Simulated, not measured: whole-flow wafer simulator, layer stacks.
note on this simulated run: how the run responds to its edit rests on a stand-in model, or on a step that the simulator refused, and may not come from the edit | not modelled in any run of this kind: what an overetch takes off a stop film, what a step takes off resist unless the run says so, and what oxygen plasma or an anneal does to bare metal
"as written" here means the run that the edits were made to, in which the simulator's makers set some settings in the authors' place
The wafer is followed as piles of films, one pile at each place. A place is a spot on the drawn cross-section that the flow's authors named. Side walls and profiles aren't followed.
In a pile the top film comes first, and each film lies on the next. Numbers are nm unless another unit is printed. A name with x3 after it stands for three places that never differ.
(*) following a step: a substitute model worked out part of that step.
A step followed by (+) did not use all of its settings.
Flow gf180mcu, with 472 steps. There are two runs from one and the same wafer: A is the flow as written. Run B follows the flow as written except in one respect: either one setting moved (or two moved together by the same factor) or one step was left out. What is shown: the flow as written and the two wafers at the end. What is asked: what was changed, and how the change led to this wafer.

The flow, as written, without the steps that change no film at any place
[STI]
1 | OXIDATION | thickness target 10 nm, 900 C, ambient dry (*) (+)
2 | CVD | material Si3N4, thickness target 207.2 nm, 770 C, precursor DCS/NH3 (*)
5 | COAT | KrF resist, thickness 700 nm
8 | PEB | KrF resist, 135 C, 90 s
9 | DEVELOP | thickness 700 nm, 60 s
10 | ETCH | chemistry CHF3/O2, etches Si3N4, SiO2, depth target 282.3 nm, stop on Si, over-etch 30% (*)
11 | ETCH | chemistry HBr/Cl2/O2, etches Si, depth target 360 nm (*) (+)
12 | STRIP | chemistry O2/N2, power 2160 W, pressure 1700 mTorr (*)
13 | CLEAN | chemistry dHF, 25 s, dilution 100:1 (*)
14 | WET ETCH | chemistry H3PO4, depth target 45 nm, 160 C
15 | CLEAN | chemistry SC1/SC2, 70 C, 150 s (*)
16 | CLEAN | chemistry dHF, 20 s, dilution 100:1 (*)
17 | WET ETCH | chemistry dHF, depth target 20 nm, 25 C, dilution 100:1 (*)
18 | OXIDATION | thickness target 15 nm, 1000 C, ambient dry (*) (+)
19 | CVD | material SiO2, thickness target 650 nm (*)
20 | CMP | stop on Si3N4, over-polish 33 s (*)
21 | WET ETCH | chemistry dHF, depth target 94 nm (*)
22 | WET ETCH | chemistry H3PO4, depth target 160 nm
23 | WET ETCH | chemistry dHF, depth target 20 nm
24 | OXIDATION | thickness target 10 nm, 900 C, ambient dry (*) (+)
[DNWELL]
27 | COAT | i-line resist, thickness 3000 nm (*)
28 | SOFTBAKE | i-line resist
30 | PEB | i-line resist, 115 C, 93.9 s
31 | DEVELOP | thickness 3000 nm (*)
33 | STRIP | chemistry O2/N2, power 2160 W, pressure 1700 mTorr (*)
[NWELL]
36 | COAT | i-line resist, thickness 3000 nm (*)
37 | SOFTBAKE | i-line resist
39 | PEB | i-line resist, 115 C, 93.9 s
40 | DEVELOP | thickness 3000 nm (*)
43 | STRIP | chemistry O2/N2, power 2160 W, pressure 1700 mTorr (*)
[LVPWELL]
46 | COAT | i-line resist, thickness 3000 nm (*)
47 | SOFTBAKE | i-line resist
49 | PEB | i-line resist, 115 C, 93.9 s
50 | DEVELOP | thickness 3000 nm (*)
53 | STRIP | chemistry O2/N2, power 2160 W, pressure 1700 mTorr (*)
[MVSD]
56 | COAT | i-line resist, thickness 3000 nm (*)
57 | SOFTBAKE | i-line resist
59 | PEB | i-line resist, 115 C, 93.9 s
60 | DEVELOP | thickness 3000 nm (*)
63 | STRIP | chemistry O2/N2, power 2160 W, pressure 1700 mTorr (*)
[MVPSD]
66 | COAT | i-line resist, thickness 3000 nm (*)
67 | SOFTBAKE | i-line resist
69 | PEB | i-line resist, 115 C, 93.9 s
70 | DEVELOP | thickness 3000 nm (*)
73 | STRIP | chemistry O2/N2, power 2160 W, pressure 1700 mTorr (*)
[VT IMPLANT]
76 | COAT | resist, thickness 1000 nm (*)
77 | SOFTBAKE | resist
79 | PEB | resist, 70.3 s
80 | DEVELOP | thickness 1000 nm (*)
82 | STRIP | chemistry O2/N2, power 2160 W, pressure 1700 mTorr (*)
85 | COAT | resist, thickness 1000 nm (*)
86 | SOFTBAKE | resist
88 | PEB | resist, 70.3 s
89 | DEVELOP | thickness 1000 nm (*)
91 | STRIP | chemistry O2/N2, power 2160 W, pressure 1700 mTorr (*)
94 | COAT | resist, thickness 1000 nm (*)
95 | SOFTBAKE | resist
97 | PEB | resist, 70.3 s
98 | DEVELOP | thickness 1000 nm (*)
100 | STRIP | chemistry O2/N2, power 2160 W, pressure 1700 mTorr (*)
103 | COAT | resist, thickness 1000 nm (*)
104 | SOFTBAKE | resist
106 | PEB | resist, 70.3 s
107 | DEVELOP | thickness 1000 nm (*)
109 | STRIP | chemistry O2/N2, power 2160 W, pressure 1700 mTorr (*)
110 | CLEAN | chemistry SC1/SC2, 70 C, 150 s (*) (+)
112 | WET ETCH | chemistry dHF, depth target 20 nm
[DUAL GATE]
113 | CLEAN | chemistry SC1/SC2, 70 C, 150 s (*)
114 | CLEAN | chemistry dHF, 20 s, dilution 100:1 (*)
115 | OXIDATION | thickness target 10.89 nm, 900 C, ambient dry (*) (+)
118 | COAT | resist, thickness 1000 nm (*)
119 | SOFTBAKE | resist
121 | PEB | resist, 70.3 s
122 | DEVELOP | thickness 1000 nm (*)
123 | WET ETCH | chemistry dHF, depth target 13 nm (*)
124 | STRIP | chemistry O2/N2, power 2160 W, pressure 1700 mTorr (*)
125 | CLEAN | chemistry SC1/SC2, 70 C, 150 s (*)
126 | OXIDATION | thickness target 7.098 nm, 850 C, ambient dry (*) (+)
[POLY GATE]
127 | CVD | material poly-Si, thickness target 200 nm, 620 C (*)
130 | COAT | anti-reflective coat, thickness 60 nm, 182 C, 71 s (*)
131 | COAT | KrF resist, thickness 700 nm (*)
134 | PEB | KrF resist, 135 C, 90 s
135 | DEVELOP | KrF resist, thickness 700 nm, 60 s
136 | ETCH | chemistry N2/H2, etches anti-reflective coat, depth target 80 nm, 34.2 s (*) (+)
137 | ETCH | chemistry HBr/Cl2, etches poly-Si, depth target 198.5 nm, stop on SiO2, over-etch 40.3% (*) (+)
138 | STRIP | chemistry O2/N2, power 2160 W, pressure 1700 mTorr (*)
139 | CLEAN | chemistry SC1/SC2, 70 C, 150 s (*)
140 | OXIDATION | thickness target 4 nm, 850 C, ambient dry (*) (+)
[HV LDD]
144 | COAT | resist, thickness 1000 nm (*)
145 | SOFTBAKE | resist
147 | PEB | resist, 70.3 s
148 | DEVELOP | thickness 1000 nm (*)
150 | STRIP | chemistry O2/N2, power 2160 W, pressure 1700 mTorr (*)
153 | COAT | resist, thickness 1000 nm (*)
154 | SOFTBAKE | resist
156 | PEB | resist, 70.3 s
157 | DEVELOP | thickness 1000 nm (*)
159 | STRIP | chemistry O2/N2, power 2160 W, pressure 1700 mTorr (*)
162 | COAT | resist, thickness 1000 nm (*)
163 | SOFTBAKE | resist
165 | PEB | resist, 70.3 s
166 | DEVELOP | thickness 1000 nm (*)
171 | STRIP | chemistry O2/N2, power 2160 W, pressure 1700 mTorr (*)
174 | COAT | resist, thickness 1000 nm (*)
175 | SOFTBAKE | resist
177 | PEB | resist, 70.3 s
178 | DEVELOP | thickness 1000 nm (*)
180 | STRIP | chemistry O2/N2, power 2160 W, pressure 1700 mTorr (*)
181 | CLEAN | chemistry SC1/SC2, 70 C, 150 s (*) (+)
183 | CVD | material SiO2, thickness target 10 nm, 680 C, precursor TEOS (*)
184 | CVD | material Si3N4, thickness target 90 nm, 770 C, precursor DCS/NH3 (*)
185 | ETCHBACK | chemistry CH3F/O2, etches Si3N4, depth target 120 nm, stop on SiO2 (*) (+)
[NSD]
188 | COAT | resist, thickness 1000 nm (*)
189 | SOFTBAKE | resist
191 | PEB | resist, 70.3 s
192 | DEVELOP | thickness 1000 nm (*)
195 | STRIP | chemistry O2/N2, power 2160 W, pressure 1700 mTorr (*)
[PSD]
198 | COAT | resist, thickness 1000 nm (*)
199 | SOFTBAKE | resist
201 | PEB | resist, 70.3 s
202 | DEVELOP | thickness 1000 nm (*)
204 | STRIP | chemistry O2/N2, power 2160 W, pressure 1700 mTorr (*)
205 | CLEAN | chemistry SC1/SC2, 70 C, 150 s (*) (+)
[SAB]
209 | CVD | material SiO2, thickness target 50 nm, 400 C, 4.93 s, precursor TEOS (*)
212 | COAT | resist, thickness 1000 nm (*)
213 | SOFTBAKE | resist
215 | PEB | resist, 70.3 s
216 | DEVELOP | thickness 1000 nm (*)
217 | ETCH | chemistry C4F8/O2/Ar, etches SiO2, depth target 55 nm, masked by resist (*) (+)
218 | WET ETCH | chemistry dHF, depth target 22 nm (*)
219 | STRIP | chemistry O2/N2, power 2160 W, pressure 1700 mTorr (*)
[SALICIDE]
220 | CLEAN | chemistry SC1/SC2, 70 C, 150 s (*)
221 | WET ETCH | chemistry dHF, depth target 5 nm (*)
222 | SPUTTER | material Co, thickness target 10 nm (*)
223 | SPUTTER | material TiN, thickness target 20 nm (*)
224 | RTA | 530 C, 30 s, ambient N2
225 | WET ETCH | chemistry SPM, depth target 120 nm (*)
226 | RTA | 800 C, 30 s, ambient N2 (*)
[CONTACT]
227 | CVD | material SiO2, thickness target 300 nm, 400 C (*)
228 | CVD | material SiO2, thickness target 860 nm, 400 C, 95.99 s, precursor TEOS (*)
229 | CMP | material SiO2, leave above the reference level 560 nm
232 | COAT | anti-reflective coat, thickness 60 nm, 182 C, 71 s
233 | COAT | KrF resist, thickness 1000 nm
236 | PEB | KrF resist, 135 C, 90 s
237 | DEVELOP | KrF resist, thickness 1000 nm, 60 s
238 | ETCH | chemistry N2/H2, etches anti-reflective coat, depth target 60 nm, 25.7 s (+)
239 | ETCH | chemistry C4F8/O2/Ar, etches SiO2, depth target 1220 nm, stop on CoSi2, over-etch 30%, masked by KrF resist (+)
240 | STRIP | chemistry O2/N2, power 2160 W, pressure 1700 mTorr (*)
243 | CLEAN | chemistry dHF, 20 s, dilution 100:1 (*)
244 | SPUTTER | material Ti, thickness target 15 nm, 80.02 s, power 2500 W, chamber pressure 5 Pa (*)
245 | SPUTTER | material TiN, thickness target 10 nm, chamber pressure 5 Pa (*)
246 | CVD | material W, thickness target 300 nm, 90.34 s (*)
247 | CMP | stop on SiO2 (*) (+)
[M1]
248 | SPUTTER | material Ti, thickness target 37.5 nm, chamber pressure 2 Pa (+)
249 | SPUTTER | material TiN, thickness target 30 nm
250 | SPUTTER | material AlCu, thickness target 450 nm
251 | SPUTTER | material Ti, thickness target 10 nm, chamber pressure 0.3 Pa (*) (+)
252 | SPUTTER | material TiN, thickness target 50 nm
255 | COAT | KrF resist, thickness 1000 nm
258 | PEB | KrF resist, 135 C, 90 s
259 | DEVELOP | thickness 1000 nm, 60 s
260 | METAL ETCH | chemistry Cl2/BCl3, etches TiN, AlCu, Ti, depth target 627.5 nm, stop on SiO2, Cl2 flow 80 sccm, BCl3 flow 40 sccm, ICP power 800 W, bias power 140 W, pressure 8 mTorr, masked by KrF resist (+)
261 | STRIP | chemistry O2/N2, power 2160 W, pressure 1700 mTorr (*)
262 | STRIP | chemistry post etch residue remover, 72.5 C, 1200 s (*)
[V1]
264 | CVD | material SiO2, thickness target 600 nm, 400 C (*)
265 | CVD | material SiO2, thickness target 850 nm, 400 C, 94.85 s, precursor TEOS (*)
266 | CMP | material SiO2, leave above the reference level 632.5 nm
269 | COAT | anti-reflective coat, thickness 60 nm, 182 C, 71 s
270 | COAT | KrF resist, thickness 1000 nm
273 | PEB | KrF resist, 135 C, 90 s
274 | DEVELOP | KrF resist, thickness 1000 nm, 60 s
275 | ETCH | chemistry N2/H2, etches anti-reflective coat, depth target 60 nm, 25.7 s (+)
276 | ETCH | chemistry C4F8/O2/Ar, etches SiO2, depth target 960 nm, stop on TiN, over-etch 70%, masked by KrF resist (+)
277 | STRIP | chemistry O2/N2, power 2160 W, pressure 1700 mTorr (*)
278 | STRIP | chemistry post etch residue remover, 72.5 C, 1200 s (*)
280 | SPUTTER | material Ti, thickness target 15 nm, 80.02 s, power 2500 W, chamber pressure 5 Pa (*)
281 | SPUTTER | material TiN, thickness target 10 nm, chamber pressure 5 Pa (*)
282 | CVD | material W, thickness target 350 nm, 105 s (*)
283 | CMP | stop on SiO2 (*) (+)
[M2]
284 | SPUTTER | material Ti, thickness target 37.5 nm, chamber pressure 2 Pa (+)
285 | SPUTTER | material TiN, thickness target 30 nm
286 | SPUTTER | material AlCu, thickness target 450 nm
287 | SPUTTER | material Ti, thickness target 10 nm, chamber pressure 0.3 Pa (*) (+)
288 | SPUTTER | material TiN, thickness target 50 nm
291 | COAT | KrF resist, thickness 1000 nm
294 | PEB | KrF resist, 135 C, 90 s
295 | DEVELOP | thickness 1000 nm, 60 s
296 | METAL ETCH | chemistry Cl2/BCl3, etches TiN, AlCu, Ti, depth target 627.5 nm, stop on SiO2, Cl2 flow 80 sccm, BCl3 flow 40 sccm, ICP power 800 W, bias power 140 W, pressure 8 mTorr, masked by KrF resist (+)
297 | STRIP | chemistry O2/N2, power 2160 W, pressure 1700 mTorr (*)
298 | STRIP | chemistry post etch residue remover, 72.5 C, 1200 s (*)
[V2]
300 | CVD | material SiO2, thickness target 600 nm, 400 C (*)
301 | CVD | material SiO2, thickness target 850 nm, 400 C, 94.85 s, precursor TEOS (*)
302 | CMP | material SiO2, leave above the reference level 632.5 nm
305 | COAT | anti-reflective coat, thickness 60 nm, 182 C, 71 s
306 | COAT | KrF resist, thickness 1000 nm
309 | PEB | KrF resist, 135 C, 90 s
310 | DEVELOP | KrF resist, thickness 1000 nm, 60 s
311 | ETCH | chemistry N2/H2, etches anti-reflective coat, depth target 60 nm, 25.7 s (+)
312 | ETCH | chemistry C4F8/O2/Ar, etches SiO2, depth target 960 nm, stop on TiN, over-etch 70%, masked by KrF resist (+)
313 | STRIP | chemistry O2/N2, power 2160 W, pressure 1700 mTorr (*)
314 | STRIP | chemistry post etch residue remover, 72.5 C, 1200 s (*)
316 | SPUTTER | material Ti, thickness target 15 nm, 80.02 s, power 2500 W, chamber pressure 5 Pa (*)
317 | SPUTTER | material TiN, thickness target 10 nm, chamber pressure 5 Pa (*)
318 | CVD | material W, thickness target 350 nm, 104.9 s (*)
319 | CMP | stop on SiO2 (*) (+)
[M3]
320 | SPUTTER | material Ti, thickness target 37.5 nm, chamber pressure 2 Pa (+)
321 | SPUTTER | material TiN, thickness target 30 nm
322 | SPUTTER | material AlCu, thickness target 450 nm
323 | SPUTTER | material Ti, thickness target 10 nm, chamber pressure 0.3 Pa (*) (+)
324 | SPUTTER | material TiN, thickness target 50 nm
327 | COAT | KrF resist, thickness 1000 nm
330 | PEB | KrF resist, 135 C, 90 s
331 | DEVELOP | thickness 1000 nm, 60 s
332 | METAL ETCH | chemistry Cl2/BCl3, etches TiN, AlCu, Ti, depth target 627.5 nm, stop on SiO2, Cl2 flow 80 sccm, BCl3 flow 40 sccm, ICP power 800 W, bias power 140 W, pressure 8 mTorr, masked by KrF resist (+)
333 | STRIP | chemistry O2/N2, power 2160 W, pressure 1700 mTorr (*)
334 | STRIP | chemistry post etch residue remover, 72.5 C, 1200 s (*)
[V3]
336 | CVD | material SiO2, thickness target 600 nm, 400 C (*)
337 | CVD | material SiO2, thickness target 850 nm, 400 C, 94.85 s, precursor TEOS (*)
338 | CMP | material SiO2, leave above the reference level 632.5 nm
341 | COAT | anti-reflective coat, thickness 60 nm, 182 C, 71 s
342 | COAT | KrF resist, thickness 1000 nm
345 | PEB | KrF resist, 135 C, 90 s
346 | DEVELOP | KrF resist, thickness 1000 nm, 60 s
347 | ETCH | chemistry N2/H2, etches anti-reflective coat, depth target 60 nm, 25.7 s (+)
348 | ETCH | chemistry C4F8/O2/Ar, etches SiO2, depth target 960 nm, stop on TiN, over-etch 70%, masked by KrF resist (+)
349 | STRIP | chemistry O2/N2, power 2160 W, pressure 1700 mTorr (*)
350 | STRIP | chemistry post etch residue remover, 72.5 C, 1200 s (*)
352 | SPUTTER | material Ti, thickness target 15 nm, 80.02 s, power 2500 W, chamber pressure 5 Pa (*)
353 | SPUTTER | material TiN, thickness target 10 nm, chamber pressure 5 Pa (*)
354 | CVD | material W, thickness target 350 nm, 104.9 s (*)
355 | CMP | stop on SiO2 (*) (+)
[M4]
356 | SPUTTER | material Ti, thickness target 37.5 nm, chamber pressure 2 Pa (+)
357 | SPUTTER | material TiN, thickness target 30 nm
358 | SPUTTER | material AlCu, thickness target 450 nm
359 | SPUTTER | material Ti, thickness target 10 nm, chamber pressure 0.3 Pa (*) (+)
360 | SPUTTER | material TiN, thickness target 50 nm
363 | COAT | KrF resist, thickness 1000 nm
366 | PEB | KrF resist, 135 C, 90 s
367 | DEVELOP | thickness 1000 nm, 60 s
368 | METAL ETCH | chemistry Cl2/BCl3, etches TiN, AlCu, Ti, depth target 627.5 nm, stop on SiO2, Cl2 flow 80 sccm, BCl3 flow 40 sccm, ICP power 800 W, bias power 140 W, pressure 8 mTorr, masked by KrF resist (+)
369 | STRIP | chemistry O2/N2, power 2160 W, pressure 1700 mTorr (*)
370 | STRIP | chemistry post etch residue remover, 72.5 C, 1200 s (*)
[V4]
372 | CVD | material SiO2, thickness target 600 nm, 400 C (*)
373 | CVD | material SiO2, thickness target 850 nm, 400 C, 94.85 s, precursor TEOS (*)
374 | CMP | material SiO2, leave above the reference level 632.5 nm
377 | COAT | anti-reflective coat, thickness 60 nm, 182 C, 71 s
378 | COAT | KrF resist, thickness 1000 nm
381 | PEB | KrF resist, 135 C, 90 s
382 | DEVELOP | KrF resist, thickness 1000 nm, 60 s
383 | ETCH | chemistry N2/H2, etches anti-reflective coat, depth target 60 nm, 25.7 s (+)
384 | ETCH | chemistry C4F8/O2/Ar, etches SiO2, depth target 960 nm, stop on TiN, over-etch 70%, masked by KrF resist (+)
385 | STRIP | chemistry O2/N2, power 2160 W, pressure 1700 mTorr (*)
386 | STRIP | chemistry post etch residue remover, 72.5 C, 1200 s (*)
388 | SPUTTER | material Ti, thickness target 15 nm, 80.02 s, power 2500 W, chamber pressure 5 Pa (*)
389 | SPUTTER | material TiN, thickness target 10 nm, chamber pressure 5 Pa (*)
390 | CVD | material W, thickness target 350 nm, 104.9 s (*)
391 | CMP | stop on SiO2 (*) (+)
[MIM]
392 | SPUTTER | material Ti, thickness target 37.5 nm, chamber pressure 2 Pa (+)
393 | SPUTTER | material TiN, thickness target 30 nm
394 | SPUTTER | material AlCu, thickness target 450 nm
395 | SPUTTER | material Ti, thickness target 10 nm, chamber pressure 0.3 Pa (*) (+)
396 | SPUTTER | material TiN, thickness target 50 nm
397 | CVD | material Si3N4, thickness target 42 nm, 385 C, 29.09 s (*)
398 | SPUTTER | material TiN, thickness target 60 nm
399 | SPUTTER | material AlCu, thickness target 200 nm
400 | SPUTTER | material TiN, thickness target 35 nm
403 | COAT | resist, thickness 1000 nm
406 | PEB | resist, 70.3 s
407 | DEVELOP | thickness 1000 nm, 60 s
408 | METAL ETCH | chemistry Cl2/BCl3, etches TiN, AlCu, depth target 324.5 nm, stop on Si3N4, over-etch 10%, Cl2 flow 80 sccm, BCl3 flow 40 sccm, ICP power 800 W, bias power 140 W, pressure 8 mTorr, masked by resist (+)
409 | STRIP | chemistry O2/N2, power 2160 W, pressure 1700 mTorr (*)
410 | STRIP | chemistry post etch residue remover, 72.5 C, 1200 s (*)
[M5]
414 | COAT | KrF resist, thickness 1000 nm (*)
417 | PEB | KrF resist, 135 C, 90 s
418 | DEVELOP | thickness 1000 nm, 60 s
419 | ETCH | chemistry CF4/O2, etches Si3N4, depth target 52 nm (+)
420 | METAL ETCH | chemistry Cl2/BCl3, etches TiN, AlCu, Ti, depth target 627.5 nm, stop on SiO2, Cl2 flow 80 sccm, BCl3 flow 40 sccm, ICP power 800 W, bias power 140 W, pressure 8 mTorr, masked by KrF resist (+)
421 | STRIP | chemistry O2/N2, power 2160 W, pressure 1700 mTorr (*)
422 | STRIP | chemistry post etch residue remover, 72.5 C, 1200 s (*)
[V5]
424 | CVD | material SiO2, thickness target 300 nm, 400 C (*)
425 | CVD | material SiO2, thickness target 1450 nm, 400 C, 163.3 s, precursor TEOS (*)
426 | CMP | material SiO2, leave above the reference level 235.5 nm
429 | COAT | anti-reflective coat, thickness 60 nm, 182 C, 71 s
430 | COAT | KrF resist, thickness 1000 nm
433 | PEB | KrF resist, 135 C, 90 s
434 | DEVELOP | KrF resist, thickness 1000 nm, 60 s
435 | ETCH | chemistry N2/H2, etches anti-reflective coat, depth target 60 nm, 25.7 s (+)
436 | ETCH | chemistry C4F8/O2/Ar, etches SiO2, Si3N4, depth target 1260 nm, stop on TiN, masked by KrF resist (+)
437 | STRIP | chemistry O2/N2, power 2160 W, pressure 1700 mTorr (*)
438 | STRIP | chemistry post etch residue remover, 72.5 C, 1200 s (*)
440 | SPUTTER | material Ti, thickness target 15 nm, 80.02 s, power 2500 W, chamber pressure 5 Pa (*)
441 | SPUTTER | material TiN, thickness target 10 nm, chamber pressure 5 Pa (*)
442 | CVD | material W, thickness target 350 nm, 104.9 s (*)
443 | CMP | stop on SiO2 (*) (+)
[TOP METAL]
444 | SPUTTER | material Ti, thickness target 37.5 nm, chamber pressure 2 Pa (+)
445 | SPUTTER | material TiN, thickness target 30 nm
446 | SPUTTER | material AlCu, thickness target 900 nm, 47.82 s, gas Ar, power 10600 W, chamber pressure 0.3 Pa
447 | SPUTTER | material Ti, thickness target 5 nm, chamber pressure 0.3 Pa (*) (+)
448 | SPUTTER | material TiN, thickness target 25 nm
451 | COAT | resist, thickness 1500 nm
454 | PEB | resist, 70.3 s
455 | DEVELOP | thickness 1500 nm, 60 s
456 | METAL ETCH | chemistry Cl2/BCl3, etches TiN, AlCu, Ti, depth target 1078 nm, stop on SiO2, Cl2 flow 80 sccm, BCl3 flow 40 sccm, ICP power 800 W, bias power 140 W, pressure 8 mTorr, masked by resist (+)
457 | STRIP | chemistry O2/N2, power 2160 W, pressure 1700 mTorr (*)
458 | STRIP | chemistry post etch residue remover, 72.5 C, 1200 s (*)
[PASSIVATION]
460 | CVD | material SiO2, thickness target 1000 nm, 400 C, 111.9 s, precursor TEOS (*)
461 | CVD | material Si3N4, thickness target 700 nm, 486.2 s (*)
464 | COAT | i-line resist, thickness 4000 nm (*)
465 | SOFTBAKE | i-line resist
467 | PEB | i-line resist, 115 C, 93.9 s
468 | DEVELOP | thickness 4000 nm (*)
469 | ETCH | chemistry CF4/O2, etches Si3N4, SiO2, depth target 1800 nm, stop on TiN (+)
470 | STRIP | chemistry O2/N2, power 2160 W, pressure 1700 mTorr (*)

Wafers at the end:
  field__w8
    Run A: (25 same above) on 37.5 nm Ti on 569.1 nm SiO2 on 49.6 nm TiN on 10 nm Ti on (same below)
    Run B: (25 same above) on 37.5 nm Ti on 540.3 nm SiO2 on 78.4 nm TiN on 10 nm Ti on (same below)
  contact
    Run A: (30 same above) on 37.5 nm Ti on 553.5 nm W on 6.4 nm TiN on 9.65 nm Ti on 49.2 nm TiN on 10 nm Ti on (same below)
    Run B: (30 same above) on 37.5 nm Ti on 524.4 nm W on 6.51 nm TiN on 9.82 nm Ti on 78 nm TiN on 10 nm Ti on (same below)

The reason: step 288, SPUTTER: thickness target 78.8 nm was run, while the flow as written has thickness target 50 nm.

How this came from the change, step by step:
  288 | SPUTTER | material TiN, thickness target 50 nm
      field, field__w1, field__w2 and 108 more: A TiN gains 50 (new film) | B TiN gains 78.8 (new film)
  296 | METAL ETCH | chemistry Cl2/BCl3, etches TiN, AlCu, Ti, depth target 627.5 nm, stop on SiO2, Cl2 flow 80 sccm, BCl3 flow 40 sccm, ICP power 800 W, bias power 140 W, pressure 8 mTorr, masked by KrF resist (+)
      field, field__w1, field__w2 and 103 more: A TiN loses 50 (all of it), Ti loses 10 (all of it), AlCu loses 450 (all of it), TiN loses 30 (all of it), Ti loses 37.5 (all of it) | B TiN loses 78.8 (all of it), Ti loses 10 (all of it), AlCu loses 450 (all of it), TiN loses 30 (all of it), Ti loses 37.5 (all of it)
  302 | CMP | material SiO2, leave above the reference level 632.5 nm
      field__w8, contact, m1, m1__w1, m1_nw: A SiO2 loses 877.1 | B SiO2 loses 905.9
  312 | ETCH | chemistry C4F8/O2/Ar, etches SiO2, depth target 960 nm, stop on TiN, over-etch 70%, masked by KrF resist (+)
      field, field__w1, field__w2 and 107 more: A KrF resist loses 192 | B KrF resist loses 184.8
      contact: A SiO2 loses 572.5 (all of it) | B SiO2 loses 543.7 (all of it)
  318 | CVD | material W, thickness target 350 nm, 104.9 s (*)
      contact: A W gains 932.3 (new film) | B W gains 903.2 (new film)
